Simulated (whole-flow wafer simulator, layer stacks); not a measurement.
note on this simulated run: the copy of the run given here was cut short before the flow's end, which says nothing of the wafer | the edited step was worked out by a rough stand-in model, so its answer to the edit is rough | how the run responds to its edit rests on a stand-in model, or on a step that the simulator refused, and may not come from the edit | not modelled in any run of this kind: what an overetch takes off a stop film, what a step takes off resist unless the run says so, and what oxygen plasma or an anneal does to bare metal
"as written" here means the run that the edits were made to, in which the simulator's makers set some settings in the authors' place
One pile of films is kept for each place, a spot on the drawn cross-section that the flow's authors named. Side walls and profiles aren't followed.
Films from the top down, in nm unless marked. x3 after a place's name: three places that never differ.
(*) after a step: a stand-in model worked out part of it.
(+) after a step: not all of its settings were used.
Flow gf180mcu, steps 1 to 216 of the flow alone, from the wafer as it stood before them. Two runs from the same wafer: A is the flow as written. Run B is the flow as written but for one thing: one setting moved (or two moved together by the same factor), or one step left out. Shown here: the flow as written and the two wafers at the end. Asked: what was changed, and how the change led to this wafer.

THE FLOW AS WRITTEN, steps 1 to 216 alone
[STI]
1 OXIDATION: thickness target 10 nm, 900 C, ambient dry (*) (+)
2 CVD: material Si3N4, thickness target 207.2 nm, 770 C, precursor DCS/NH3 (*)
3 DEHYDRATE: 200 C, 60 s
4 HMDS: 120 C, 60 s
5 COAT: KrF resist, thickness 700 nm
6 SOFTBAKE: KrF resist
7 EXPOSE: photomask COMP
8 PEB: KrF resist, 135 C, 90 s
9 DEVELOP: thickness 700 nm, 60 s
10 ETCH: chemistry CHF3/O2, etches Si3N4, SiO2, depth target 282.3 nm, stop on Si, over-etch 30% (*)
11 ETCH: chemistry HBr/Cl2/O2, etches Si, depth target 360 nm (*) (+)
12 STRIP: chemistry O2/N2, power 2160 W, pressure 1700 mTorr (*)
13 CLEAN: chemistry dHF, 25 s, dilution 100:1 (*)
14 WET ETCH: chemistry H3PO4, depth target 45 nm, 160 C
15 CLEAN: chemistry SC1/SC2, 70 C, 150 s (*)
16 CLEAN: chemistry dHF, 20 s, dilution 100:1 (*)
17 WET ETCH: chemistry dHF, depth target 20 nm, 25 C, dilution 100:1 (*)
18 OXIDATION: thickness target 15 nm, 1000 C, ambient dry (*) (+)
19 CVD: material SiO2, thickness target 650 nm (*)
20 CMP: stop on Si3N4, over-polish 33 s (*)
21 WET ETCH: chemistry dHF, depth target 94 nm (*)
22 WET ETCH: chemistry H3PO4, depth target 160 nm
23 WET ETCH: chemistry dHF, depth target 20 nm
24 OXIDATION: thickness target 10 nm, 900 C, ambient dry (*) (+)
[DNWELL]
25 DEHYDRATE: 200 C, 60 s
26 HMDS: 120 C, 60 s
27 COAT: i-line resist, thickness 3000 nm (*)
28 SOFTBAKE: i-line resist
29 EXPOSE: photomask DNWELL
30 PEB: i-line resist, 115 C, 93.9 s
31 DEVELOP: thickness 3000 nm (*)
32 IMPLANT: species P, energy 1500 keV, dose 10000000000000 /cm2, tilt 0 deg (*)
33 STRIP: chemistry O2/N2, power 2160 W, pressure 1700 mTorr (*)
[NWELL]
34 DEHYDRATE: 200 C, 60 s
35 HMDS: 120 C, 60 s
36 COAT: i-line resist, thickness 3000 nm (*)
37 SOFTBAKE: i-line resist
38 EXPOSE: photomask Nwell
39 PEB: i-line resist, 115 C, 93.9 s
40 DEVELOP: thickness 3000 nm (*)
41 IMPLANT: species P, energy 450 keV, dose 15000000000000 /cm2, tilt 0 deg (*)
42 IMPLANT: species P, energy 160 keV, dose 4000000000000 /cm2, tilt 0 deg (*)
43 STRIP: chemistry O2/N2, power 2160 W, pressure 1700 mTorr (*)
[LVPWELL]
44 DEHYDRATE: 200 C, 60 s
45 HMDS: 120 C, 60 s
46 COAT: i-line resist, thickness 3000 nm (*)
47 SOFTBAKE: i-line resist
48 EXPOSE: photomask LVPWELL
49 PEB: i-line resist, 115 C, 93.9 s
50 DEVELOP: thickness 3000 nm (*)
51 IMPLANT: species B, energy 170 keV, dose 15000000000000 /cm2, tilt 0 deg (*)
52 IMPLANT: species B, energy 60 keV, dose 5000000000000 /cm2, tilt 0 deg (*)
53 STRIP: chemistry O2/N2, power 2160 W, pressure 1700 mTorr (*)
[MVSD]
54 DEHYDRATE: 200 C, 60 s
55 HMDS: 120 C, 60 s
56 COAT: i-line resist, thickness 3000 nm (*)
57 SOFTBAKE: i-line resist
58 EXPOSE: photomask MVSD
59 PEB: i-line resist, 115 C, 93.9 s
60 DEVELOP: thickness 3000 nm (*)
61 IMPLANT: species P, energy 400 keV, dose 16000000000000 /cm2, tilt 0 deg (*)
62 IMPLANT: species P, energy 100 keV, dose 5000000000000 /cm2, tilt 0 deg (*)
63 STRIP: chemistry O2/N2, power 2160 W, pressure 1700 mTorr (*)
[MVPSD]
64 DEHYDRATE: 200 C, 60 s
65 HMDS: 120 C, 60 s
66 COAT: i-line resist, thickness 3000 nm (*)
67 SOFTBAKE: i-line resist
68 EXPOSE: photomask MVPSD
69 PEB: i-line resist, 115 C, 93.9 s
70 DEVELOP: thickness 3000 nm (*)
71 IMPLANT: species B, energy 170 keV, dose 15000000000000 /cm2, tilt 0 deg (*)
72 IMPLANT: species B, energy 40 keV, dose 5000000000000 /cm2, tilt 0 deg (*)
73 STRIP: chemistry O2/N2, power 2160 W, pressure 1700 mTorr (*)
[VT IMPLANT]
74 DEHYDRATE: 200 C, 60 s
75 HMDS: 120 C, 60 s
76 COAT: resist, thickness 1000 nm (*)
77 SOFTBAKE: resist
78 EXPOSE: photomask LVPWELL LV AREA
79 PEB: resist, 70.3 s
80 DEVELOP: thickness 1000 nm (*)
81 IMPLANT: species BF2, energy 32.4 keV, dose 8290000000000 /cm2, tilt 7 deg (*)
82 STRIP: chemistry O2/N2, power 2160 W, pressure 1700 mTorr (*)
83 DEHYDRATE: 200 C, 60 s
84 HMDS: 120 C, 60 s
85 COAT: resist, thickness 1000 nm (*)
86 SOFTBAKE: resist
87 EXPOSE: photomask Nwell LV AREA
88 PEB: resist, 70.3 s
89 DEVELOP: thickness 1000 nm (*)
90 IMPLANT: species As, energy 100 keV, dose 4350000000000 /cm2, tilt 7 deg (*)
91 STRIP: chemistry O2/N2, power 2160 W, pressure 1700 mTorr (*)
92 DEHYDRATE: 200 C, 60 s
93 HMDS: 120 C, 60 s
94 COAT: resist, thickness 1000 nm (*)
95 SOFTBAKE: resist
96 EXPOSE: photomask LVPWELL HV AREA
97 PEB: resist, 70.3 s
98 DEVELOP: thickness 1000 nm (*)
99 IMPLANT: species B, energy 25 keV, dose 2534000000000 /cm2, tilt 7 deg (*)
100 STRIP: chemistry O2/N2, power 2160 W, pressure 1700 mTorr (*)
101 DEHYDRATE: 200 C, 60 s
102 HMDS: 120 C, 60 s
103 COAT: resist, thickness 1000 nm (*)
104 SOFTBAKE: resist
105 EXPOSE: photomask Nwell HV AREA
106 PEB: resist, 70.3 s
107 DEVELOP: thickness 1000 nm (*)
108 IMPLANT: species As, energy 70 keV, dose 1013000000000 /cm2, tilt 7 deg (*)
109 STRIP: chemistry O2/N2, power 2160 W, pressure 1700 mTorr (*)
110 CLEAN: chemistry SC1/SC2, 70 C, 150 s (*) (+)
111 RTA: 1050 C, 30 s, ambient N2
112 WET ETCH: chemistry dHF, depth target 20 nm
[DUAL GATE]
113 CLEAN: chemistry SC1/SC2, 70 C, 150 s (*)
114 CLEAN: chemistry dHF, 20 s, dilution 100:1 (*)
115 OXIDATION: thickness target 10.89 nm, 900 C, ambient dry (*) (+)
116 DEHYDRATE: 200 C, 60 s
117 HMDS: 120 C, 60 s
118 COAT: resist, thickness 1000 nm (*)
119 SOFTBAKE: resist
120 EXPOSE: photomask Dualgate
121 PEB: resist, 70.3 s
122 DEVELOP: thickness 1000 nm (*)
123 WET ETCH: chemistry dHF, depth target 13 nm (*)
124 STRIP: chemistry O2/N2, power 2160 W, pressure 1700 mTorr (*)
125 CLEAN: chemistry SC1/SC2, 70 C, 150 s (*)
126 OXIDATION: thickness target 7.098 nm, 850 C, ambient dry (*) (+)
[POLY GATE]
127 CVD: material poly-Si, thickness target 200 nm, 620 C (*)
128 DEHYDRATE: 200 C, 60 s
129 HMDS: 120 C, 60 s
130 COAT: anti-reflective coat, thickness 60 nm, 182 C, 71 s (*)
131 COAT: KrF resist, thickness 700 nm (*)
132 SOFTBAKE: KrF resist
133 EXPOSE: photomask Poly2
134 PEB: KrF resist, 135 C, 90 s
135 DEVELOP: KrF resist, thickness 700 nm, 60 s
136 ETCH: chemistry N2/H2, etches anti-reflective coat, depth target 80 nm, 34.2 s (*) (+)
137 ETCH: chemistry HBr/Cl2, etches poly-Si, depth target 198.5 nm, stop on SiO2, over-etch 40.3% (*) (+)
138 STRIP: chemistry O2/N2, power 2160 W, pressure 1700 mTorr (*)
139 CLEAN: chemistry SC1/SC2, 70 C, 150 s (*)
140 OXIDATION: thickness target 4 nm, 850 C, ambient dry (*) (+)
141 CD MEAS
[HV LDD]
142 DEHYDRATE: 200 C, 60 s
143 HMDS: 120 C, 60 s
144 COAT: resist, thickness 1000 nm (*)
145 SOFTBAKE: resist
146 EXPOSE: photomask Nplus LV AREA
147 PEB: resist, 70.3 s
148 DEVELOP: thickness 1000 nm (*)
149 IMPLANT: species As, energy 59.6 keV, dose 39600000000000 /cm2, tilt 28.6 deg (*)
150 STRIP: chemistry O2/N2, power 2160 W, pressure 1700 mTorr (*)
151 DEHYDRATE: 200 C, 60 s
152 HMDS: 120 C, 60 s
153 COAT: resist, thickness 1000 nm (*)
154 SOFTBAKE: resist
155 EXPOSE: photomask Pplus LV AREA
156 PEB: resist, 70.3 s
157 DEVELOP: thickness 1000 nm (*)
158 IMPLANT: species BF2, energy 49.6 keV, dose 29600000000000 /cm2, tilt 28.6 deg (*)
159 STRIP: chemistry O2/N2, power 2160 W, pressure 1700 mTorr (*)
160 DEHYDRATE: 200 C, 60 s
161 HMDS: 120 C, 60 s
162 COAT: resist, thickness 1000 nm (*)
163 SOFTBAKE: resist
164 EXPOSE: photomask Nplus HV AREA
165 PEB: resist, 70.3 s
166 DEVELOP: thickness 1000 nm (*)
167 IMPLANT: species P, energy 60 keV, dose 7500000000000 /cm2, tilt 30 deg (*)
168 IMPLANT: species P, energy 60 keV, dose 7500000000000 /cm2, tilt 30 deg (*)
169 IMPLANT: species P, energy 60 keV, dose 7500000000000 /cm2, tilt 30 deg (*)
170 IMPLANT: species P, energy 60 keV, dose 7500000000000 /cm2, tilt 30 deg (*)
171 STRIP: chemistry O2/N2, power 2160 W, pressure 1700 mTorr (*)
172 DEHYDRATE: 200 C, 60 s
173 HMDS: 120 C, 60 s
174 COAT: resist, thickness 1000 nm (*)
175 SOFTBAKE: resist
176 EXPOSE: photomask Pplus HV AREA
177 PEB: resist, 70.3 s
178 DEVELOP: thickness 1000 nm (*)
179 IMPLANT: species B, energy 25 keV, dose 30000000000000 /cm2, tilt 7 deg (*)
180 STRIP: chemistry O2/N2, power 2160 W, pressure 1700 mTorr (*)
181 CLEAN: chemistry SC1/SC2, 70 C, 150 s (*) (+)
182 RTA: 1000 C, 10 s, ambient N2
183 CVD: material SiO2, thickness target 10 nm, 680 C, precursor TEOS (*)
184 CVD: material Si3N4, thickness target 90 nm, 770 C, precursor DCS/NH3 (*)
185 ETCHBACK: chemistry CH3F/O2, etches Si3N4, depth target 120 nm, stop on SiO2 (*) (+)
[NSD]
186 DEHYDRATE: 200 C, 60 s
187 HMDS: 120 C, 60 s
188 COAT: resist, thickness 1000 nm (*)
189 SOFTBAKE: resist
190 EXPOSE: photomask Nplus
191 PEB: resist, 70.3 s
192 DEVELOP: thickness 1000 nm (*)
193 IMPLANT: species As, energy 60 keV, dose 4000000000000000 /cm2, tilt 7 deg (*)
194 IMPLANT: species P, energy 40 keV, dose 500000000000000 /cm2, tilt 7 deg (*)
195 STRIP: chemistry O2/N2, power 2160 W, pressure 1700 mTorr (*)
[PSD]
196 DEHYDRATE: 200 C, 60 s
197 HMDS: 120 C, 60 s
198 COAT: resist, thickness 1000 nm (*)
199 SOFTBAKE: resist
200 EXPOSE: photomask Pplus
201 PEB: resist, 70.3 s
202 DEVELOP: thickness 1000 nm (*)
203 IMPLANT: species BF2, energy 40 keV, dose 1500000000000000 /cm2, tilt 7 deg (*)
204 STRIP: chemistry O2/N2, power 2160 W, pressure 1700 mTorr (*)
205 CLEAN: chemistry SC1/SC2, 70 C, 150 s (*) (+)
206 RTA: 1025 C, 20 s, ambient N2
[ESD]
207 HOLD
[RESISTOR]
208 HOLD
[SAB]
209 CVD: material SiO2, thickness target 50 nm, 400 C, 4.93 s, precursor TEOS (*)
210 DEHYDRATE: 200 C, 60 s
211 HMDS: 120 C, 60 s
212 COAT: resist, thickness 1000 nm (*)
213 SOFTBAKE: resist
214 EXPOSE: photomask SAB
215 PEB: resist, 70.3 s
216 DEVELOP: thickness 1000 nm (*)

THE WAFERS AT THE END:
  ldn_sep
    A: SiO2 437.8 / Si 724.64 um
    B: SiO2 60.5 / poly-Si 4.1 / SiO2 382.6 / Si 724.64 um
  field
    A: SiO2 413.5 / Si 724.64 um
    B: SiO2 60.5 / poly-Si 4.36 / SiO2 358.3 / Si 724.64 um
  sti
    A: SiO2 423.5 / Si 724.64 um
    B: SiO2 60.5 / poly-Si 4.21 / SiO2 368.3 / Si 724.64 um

The cause: step 127, CVD: thickness target 286 nm was run, where the flow has thickness target 200 nm.

How the change led to this, step by step:
  127 CVD: material poly-Si, thickness target 200 nm, 620 C (*)
      field, field__w1, field__w2 and 89 more: A poly-Si +200 (new film) | B poly-Si +286 (new film)
  137 ETCH: chemistry HBr/Cl2, etches poly-Si, depth target 198.5 nm, stop on SiO2, over-etch 40.3% (*) (+)
      field__w3, field__w12, field_sub and 14 more: A poly-Si -199 (all of it), SiO2 -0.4 | B poly-Si -278.5
      field__w6, sti, m1 and 11 more: A poly-Si -198.8 (all of it), SiO2 -0.4 | B poly-Si -278.5
      (and at 33 more places)
  138 STRIP: chemistry O2/N2, power 2160 W, pressure 1700 mTorr (*)
      field, field__w1, field__w2 and 61 more: A nothing | B chemical SiO2 +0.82 (new film), poly-Si -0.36
  139 CLEAN: chemistry SC1/SC2, 70 C, 150 s (*)
      field, field__w1, field__w2 and 34 more: A SiO2 -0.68 | B chemical SiO2 -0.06, poly-Si -0.27
  140 OXIDATION: thickness target 4 nm, 850 C, ambient dry (*) (+)
      field, field__w1, field__w2 and 21 more: A SiO2 +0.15, Si -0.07 | B SiO2 +4 (new film), chemical SiO2 -0.76 (all of it), poly-Si -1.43
      active_hv, active_nat, ld_sd_n and 11 more: A SiO2 +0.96, Si -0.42 | B SiO2 +4 (new film), chemical SiO2 -0.76 (all of it), poly-Si -1.43
      (and at 26 more places)
  144 COAT: resist, thickness 1000 nm (*)
      field_sub__w4: A resist +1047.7 (new film) | B resist +1070.5 (new film)
      gate: A resist +837.3 (new film) | B resist +773.2 (new film)
      (and at 31 more places)
  145 SOFTBAKE: resist
      active_hv: A resist +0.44 | B resist -1.47
      nw_enc_fld_lv__w3: A resist +2.63 | B resist -1.65
      (and at 73 more places)
  147 PEB: resist, 70.3 s
      polyc_n, polyc_n_rim, polyc_p, polyc_p_rim: A resist -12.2 | B resist -11
      ldn_ch, ldn_acc, ldp_ch, ldp_acc: A resist -13 | B resist -11.9
      (and at 27 more places)
  148 DEVELOP: thickness 1000 nm (*)
      gate: A resist -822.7 (all of it) | B resist -758.4 (all of it)
      npoly_u: A resist -821.5 (all of it) | B resist -759.2 (all of it)
      (and at 3 more places)
  150 STRIP: chemistry O2/N2, power 2160 W, pressure 1700 mTorr (*)
      field_sub__w4: A resist -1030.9 (all of it) | B resist -1053.3 (all of it)
      gate_hv: A resist -824.2 (all of it) | B resist -763.6 (all of it)
      (and at 25 more places)
  153 COAT: resist, thickness 1000 nm (*)
      field_sub__w4: A resist +1047.7 (new film) | B resist +1070.5 (new film)
      gate: A resist +837.3 (new film) | B resist +773.2 (new film)
      (and at 31 more places)
  154 SOFTBAKE: resist
      active_hv: A resist +0.44 | B resist -1.47
      nw_enc_fld_lv__w3: A resist +2.63 | B resist -1.65
      (and at 73 more places)
  156 PEB: resist, 70.3 s
      polyc_n, polyc_n_rim, polyc_p, polyc_p_rim: A resist -12.2 | B resist -11
      ldn_ch, ldn_acc, ldp_ch, ldp_acc: A resist -13 | B resist -11.9
      (and at 27 more places)
  157 DEVELOP: thickness 1000 nm (*)
      gate_p: A resist -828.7 (all of it) | B resist -765.8 (all of it)
      ppoly_u: A resist -827 (all of it) | B resist -767 (all of it)
      (and at 3 more places)
  159 STRIP: chemistry O2/N2, power 2160 W, pressure 1700 mTorr (*)
      field_sub__w4: A resist -1030.9 (all of it) | B resist -1053.3 (all of it)
      gate: A resist -822.7 (all of it) | B resist -758.4 (all of it)
      (and at 25 more places)
  162 COAT: resist, thickness 1000 nm (*)
      field_sub__w4: A resist +1047.7 (new film) | B resist +1070.5 (new film)
      gate: A resist +837.3 (new film) | B resist +773.2 (new film)
      (and at 31 more places)
  ... 23 more steps ...
  216 DEVELOP: thickness 1000 nm (*)
      field__w2: A resist -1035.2 (all of it) | B resist -1059 (all of it)
      field__w3: A resist -1049.4 (all of it) | B resist -1072.8 (all of it)
      (and at 44 more places)
